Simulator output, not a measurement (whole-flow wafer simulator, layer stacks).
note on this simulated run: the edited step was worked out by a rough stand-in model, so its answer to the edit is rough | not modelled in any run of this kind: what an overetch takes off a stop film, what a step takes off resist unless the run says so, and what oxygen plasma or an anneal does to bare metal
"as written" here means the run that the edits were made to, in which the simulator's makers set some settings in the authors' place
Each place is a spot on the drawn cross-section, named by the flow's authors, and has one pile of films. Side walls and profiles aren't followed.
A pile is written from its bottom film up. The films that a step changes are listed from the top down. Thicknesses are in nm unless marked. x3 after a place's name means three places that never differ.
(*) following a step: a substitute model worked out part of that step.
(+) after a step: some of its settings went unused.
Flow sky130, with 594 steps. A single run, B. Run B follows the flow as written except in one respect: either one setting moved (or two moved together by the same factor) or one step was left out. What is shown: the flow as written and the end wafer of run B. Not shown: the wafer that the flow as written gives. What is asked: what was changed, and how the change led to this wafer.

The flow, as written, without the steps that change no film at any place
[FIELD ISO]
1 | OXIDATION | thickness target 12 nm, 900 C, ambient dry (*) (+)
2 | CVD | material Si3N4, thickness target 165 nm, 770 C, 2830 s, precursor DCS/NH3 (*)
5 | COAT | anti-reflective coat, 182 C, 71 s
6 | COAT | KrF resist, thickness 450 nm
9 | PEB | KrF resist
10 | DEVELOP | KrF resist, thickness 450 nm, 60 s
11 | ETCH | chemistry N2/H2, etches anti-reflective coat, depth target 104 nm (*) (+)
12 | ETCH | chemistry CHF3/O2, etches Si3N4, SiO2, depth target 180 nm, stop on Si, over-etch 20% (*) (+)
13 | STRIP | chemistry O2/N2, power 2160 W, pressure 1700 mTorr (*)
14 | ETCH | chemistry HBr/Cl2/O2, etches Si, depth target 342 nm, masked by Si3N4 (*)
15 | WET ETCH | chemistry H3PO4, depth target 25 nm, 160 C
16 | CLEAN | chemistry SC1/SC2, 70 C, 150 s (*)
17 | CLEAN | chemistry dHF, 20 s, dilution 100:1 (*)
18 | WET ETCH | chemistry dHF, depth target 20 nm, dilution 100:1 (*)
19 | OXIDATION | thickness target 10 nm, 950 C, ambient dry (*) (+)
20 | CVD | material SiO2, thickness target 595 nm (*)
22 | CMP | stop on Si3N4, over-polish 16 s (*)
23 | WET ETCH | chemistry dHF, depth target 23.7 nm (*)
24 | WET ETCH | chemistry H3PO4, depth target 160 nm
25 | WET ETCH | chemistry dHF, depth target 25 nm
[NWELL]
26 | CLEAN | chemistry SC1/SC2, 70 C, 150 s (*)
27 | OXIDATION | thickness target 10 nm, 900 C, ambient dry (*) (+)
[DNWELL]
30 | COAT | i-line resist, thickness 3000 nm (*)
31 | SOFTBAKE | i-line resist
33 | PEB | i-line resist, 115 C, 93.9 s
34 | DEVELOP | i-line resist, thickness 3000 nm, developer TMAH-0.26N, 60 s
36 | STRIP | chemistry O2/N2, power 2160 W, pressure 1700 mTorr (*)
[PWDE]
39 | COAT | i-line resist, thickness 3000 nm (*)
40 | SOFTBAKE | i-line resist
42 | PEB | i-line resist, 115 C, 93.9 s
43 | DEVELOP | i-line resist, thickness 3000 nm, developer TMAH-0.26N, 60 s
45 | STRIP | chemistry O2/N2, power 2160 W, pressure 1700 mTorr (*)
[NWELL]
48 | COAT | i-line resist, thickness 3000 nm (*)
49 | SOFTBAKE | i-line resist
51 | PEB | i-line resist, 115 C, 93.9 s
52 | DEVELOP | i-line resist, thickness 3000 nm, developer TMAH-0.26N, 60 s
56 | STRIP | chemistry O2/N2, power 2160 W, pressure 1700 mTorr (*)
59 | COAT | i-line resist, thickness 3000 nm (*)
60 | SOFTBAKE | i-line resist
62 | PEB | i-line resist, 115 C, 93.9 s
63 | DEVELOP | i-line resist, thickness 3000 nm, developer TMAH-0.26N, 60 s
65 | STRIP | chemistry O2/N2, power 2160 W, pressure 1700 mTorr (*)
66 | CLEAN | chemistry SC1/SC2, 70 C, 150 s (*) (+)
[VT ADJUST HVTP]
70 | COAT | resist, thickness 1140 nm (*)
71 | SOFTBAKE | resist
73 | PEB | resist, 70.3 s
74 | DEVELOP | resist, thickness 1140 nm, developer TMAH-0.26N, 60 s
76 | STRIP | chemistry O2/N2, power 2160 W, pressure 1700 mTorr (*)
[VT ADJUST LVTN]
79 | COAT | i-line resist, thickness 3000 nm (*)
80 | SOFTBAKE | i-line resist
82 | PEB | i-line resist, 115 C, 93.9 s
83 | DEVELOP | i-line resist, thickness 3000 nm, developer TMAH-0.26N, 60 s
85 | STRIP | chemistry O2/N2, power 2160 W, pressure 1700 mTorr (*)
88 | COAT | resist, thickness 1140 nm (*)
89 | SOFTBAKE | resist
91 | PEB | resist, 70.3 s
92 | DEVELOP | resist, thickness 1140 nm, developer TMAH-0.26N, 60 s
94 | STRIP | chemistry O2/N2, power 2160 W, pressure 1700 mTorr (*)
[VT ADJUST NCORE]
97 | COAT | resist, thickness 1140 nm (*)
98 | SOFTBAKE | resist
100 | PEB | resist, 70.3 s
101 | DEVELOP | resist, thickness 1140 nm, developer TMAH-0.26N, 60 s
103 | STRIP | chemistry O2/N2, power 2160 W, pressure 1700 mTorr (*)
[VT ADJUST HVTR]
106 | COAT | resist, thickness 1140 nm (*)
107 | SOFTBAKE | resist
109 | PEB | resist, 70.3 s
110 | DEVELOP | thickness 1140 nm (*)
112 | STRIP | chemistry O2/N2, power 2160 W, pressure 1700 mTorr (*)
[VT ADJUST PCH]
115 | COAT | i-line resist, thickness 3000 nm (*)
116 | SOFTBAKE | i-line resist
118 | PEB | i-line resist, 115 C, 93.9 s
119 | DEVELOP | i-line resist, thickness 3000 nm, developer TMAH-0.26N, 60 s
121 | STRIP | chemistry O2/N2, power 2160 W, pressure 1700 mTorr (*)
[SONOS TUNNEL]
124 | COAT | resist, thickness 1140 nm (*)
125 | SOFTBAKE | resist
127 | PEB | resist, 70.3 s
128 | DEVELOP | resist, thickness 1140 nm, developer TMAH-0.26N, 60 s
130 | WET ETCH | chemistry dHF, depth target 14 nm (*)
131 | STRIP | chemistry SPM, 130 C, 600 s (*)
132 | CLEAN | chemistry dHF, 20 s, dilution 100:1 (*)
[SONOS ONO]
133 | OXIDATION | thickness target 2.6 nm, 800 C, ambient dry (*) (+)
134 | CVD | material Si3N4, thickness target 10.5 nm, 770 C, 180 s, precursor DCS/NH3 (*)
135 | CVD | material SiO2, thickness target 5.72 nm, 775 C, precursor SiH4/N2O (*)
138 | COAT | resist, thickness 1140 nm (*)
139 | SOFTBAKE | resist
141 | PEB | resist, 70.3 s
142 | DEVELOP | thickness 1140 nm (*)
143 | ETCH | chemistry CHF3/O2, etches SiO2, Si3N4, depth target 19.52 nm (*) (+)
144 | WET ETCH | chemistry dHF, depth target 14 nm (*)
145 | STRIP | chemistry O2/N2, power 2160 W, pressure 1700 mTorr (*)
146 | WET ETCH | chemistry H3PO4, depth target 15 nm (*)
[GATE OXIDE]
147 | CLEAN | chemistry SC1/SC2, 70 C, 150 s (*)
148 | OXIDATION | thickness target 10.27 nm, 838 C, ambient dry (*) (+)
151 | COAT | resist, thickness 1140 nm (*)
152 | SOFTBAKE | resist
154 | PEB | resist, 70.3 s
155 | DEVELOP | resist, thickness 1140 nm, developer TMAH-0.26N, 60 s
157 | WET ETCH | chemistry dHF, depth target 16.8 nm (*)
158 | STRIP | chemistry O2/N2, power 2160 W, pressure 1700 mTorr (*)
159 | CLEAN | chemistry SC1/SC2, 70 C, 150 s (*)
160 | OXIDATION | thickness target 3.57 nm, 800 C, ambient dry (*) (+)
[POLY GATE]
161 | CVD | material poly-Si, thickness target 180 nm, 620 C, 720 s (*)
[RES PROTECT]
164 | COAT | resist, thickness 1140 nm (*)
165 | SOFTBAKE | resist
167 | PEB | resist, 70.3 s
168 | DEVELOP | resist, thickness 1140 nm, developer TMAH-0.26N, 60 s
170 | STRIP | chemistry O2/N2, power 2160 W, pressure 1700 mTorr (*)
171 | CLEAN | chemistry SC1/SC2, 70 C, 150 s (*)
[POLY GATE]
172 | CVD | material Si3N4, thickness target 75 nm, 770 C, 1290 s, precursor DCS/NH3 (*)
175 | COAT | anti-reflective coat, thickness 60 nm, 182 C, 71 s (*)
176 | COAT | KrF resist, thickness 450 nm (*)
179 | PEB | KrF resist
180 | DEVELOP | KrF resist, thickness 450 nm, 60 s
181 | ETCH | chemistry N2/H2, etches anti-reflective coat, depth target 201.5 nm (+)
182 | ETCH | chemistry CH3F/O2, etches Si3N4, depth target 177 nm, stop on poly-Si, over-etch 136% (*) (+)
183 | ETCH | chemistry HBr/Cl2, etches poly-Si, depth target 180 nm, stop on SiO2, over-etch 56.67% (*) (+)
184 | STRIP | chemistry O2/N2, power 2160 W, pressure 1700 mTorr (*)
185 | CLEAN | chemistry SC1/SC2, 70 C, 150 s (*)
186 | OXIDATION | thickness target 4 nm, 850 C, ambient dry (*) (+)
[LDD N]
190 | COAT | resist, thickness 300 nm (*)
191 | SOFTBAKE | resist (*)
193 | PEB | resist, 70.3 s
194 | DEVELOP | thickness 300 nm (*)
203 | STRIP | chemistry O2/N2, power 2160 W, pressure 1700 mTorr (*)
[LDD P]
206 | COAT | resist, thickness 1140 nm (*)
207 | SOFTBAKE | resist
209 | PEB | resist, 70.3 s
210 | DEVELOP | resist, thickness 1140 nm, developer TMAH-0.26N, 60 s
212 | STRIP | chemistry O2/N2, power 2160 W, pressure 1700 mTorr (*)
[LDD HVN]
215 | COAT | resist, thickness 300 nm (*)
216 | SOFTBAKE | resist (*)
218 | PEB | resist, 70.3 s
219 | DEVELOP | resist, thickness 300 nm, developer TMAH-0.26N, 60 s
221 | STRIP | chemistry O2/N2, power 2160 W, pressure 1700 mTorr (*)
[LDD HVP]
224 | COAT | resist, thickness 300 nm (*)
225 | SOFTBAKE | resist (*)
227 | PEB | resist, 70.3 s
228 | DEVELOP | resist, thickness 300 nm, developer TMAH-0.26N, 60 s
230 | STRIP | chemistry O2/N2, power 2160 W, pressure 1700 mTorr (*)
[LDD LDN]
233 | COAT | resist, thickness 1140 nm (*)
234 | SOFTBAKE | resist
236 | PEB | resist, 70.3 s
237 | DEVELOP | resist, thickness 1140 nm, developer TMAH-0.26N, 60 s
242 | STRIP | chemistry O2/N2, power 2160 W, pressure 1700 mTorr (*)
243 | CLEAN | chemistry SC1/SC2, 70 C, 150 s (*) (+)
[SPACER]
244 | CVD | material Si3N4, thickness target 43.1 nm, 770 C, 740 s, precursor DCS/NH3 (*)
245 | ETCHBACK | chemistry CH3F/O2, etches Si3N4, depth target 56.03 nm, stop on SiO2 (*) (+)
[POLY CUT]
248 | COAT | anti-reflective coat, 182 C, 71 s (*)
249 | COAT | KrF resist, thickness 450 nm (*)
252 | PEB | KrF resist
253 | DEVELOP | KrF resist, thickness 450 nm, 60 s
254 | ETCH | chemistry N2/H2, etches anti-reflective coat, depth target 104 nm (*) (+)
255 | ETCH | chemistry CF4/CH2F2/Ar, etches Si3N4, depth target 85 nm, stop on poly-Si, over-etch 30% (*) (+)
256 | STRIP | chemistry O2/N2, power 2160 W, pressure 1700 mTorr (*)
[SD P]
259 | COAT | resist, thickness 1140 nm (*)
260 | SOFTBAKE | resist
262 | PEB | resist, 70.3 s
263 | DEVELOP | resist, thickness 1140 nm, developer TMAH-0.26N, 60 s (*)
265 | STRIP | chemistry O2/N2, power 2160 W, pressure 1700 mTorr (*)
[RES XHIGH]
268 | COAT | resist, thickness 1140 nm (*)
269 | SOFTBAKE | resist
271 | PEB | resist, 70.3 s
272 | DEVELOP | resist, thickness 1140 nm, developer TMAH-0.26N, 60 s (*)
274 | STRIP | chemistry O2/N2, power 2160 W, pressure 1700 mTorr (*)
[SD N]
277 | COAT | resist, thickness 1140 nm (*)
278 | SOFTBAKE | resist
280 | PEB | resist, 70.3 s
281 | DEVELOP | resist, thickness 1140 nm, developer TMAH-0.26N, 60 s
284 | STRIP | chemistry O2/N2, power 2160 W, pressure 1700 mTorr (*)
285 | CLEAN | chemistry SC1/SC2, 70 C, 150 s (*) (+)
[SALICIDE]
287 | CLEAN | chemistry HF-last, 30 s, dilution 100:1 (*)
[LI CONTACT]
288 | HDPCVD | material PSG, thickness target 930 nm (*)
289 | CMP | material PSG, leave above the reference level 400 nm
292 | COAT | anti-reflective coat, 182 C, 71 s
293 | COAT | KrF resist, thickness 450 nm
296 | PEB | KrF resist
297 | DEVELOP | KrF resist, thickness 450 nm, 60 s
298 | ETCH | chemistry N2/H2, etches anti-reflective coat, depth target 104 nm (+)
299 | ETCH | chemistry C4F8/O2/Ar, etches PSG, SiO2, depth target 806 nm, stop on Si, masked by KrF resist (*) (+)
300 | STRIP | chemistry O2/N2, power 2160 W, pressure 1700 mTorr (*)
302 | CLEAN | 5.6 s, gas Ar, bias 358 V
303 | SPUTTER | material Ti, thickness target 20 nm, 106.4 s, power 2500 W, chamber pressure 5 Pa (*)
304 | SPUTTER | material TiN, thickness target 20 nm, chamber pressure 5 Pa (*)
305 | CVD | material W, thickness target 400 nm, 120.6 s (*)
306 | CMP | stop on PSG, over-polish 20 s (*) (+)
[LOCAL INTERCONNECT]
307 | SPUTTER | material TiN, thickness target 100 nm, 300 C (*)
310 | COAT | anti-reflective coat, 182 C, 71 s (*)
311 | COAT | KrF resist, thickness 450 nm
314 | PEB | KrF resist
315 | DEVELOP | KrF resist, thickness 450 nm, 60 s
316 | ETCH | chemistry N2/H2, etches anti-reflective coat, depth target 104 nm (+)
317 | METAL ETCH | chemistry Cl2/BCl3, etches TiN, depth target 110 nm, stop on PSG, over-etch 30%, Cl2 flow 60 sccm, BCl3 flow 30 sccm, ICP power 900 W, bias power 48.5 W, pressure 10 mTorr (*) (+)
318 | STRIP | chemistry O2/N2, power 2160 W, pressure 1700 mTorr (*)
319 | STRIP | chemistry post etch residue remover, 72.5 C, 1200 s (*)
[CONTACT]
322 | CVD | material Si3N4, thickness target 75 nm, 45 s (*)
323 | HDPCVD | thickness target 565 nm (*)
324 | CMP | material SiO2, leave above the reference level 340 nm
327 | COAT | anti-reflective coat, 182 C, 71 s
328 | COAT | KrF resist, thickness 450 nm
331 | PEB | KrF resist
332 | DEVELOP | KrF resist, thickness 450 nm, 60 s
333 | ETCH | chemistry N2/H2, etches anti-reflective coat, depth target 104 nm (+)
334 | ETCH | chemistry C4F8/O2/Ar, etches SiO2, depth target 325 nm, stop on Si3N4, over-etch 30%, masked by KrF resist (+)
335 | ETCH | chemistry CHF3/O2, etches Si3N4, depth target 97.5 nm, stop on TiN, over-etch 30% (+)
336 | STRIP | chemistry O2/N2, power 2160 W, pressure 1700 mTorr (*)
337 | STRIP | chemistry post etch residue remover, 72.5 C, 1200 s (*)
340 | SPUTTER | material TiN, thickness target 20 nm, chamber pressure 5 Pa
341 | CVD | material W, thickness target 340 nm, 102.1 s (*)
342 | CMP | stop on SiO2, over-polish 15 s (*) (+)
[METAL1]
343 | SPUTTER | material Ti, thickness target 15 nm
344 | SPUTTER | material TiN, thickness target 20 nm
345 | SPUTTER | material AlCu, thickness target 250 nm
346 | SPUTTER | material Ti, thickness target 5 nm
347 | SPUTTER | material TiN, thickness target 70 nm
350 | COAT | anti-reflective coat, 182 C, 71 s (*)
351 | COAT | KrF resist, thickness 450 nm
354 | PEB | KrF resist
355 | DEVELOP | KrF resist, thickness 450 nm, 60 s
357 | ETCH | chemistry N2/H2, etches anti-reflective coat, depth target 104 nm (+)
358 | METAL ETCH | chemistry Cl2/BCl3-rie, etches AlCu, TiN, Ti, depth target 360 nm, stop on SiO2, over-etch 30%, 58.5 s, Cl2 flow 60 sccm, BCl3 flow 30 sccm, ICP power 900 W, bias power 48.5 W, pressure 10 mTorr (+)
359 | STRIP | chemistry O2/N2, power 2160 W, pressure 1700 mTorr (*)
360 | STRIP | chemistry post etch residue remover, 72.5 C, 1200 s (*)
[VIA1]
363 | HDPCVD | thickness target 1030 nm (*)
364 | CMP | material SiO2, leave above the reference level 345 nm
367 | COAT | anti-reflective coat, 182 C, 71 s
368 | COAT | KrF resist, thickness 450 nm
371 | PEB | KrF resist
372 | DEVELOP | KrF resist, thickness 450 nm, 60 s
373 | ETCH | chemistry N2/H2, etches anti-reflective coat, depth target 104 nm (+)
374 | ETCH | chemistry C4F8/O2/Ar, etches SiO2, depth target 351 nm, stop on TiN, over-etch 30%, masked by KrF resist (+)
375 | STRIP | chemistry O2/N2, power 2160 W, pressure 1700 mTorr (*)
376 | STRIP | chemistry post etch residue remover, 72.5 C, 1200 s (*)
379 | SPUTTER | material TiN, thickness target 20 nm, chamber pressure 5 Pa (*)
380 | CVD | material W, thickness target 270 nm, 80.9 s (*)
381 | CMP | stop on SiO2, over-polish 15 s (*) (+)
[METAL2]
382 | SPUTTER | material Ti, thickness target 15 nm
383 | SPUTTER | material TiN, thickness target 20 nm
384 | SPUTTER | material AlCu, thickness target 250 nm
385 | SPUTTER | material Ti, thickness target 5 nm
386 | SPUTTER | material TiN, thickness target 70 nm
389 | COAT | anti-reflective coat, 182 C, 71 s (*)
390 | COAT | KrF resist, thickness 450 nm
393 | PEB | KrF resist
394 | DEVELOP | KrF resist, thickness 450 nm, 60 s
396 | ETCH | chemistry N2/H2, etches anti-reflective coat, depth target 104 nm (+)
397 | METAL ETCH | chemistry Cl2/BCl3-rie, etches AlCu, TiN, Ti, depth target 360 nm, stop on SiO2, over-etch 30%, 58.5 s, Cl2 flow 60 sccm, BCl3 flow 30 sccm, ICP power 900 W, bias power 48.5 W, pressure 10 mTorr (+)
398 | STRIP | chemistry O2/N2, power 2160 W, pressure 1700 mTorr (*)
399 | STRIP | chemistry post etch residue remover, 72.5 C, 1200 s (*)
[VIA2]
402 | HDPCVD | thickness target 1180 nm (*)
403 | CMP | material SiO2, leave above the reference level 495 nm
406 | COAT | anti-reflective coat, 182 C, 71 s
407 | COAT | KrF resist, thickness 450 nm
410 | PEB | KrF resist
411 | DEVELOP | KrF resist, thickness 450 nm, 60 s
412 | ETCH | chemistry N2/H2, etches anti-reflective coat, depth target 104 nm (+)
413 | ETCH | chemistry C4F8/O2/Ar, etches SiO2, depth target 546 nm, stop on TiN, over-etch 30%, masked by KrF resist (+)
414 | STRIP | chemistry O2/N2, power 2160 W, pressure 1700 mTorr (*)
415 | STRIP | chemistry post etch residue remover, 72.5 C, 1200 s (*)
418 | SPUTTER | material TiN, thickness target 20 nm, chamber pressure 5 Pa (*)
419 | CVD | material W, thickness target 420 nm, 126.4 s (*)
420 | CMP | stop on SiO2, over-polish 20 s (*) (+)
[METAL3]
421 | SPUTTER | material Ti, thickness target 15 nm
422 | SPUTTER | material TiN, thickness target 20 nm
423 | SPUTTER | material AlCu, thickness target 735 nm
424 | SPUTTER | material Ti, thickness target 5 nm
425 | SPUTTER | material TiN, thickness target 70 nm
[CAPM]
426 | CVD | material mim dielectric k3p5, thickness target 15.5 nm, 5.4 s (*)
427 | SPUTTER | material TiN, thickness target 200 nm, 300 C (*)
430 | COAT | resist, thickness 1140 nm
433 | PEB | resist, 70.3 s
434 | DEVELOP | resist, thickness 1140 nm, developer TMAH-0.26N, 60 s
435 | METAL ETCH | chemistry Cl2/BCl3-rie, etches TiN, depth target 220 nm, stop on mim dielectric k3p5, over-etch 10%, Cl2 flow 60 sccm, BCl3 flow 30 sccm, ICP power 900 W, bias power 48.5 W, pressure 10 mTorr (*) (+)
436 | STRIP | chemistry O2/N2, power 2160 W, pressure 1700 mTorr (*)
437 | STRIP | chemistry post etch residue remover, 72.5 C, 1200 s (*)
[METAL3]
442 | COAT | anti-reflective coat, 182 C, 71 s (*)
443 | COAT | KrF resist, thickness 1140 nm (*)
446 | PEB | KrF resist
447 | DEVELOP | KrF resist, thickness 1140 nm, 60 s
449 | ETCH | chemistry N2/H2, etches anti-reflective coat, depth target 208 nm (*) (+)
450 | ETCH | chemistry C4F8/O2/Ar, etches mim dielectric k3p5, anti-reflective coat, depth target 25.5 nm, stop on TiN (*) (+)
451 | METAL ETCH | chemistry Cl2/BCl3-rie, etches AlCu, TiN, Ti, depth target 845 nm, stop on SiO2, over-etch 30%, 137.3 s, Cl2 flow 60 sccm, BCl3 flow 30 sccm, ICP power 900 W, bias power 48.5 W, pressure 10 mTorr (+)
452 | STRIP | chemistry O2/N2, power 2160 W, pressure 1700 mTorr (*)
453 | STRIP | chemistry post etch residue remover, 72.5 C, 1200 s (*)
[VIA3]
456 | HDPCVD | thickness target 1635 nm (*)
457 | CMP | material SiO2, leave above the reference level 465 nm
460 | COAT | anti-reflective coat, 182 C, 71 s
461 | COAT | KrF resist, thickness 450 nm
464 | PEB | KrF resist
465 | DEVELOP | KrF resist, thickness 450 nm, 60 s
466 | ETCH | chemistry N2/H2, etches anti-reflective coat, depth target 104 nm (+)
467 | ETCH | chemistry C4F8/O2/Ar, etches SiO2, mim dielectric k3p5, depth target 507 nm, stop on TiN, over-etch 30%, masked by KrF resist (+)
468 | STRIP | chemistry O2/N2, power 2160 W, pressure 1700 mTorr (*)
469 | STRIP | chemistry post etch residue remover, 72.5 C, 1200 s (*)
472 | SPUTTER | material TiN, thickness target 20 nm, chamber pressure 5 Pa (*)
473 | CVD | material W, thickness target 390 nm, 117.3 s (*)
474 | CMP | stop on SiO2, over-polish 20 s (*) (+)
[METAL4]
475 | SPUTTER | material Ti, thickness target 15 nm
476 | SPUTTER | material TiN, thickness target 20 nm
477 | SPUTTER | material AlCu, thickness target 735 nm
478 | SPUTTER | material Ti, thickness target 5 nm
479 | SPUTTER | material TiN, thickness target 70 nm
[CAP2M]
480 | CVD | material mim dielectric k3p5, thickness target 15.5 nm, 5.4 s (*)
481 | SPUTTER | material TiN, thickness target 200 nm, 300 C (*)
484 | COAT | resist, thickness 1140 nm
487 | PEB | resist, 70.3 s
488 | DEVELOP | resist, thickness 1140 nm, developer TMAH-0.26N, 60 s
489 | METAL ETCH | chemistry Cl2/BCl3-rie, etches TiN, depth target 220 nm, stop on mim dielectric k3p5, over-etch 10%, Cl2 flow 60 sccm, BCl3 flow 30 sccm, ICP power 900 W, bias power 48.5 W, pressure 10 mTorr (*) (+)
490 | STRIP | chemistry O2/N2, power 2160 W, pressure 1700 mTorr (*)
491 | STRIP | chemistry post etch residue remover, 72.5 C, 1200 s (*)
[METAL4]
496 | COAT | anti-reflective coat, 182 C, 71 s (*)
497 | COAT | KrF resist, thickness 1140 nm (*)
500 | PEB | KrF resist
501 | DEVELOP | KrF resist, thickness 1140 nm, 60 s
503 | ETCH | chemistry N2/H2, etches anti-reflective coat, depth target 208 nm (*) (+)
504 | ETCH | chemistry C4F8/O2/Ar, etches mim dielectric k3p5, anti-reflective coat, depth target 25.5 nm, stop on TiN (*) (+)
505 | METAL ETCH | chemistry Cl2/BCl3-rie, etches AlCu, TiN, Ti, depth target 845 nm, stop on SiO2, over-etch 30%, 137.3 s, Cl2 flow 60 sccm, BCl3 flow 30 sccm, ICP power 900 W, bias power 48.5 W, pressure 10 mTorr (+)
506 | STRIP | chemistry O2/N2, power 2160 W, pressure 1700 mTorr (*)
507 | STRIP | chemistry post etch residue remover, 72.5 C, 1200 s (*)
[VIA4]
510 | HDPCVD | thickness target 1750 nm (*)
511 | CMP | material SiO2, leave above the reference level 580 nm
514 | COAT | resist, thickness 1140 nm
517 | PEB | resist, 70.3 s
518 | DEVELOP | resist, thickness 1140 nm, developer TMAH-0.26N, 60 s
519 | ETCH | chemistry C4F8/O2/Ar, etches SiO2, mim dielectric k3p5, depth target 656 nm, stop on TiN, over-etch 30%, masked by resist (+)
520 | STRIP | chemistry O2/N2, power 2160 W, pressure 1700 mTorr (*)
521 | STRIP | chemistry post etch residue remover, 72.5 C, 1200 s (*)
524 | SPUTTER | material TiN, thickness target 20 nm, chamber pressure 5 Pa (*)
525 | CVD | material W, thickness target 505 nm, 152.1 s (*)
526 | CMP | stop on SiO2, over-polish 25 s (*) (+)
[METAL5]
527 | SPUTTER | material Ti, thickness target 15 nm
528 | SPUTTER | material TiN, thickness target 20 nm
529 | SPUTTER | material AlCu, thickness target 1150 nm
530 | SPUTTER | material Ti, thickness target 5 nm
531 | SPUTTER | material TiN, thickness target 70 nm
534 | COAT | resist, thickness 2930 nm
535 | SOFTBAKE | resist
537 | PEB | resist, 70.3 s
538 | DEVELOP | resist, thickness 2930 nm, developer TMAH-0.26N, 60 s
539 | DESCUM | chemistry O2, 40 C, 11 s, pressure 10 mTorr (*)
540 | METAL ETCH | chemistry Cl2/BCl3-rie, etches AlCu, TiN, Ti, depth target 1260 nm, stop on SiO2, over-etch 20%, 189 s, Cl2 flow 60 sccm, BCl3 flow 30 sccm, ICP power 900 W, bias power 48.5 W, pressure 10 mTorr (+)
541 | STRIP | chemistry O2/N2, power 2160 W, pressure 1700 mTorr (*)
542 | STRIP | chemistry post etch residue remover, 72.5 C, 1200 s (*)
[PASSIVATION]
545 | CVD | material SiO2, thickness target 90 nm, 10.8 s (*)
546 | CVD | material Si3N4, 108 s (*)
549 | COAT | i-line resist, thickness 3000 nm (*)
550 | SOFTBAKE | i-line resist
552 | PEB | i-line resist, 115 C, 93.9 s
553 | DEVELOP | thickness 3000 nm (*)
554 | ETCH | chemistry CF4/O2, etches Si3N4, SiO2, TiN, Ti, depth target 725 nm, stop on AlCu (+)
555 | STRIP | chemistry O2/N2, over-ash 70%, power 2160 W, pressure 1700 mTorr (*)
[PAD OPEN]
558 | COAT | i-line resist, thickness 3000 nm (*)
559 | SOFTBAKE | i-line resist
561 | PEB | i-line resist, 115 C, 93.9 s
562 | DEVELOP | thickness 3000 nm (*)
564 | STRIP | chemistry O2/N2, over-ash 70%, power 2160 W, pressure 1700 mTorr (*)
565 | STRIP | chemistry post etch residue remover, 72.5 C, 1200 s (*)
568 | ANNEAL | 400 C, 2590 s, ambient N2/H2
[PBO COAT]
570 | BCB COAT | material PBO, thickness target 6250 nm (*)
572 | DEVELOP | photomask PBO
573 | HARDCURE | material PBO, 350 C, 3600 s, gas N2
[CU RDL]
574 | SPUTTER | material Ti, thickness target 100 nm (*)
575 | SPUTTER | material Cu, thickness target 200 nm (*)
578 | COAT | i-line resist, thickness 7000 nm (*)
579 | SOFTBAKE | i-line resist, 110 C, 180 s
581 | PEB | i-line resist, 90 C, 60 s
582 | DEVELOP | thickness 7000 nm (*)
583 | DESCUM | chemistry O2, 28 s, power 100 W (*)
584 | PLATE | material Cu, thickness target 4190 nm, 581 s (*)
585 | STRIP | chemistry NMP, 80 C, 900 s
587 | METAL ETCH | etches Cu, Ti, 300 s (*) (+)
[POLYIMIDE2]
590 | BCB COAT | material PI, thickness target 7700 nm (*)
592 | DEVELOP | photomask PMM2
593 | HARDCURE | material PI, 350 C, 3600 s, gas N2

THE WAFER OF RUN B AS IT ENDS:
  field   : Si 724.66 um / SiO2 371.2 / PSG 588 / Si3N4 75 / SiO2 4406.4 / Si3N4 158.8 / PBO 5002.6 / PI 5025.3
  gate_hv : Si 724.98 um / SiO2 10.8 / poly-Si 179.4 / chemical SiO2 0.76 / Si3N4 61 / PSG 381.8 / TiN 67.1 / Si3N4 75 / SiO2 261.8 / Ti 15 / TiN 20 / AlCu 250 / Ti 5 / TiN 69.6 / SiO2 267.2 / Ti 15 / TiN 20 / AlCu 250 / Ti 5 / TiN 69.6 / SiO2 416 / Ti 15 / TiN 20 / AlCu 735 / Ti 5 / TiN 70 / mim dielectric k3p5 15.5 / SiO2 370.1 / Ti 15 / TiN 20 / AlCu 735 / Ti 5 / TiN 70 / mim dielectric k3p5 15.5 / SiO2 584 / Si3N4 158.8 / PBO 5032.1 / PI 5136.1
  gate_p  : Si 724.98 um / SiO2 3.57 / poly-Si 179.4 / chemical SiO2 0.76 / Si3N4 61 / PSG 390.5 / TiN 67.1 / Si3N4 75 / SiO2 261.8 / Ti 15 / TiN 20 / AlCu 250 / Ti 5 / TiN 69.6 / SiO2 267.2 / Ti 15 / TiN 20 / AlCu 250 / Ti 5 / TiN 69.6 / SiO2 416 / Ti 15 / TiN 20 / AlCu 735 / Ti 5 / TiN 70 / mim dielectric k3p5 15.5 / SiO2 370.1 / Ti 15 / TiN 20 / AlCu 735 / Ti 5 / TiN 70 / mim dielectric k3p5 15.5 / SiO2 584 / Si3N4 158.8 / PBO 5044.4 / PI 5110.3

What caused this: step 307, SPUTTER: thickness target 67.5 nm was run, whereas the flow has thickness target 100 nm.

The path from the change to this, step by step:
  307 | SPUTTER | material TiN, thickness target 100 nm, 300 C (*)
      field, active, n_well and 188 more: +67.5 TiN (new film) (it would be, as written: +100 TiN (new film))
  317 | METAL ETCH | chemistry Cl2/BCl3, etches TiN, depth target 110 nm, stop on PSG, over-etch 30%, Cl2 flow 60 sccm, BCl3 flow 30 sccm, ICP power 900 W, bias power 48.5 W, pressure 10 mTorr (*) (+)
      n_well, p_well, gate_hv and 97 more: -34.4 KrF resist (it would be, as written: -44 KrF resist)
      field, active, gate and 88 more: -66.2 TiN (all of it) (it would be, as written: -98.7 TiN (all of it))
  318 | STRIP | chemistry O2/N2, power 2160 W, pressure 1700 mTorr (*)
      n_well, p_well, gate_hv and 93 more: -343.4 KrF resist (all of it), -80 anti-reflective coat (all of it) (it would be, as written: -333.8 KrF resist (all of it), -80 anti-reflective coat (all of it))
      poly_licon, ndiff_licon, ndiff_licon_cpp, rpo_hd_licon: -343.5 KrF resist (all of it), -80.5 anti-reflective coat (all of it) (it would be, as written: -333.9 KrF resist (all of it), -80.5 anti-reflective coat (all of it))
  324 | CMP | material SiO2, leave above the reference level 340 nm
      field, active, gate and 88 more: -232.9 SiO2 (it would be, as written: -200.4 SiO2)
